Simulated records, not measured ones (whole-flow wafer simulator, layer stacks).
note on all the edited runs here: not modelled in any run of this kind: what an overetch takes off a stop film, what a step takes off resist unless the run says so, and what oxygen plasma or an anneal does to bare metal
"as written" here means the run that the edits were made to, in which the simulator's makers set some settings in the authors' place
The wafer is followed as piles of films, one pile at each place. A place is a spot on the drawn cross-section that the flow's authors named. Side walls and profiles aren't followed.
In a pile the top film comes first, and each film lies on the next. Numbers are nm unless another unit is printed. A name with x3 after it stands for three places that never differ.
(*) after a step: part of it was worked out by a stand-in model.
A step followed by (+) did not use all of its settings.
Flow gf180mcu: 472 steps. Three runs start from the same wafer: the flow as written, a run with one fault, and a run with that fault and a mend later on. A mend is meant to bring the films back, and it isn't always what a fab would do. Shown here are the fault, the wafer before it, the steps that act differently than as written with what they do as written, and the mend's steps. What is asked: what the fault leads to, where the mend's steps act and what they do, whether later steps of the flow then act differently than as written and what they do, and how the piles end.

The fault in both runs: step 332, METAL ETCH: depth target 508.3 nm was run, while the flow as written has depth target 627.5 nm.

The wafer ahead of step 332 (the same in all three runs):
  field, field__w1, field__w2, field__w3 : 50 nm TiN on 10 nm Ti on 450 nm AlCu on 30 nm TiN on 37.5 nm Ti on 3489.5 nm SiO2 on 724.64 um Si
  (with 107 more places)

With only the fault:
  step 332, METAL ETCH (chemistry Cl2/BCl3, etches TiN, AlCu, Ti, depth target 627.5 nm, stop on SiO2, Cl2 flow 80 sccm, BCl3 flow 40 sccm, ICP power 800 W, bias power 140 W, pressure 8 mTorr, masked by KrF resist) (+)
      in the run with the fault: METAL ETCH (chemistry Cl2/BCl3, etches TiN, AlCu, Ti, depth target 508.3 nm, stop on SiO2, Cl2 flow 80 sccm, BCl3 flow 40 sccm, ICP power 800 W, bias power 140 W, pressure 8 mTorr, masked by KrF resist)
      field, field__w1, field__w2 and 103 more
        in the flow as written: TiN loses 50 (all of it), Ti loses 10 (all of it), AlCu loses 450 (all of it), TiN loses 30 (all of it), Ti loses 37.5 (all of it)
        in the run with the fault: TiN loses 50 (all of it), Ti loses 10 (all of it), AlCu loses 448.3
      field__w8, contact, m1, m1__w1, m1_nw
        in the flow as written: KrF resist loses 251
        in the run with the fault: KrF resist loses 203.3
  Steps later in the flow that act otherwise than as written:
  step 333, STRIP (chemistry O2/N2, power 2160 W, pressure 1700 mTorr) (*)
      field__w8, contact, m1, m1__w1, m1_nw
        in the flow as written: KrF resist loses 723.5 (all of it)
        in the run with the fault: KrF resist loses 771.2 (all of it)
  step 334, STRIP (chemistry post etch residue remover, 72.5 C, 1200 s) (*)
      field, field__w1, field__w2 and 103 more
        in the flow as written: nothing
        in the run with the fault: AlCu loses 1.7 (all of it), TiN loses 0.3
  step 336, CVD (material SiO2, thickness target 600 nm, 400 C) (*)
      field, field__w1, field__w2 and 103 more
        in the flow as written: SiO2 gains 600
        in the run with the fault: SiO2 gains 600 (new film)
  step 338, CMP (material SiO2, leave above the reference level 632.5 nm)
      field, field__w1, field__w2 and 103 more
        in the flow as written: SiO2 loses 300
        in the run with the fault: SiO2 loses 367.2
  At field, field__w1, field__w2 and 104 more, the piles at the end differ from the flow's by more than 2% or 0.5 nm, whichever is larger.
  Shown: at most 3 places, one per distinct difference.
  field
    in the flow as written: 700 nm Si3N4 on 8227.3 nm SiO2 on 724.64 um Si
    in the run with the fault: 700 nm Si3N4 on 4670.6 nm SiO2 on 29.7 nm TiN on 37.5 nm Ti on 3489.5 nm SiO2 on 724.64 um Si
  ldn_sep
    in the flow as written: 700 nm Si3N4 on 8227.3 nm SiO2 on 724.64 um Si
    in the run with the fault: 700 nm Si3N4 on 4670.6 nm SiO2 on 29.7 nm TiN on 37.5 nm Ti on 3489.4 nm SiO2 on 724.64 um Si
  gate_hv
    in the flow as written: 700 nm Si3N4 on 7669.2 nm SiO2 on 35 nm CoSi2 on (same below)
    in the run with the fault: 700 nm Si3N4 on 4670.6 nm SiO2 on 29.7 nm TiN on 37.5 nm Ti on 2931.3 nm SiO2 on 35 nm CoSi2 on (same below)

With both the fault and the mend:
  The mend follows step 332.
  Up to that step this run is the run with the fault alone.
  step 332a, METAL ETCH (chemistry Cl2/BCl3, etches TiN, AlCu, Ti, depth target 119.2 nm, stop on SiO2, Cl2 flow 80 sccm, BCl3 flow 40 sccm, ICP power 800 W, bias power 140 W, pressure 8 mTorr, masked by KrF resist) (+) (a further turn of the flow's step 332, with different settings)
      field, field__w1, field__w2 and 103 more
        AlCu loses 1.7 (all of it), TiN loses 30 (all of it), Ti loses 37.5 (all of it)
      field__w8, contact, m1, m1__w1, m1_nw
        KrF resist loses 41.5
  Later steps of the flow that are run all act as written at every place that is followed, up to a difference of at most 2% or 0.5 nm, whichever is larger.
  The piles end the same as the flow's at every place that both follow.
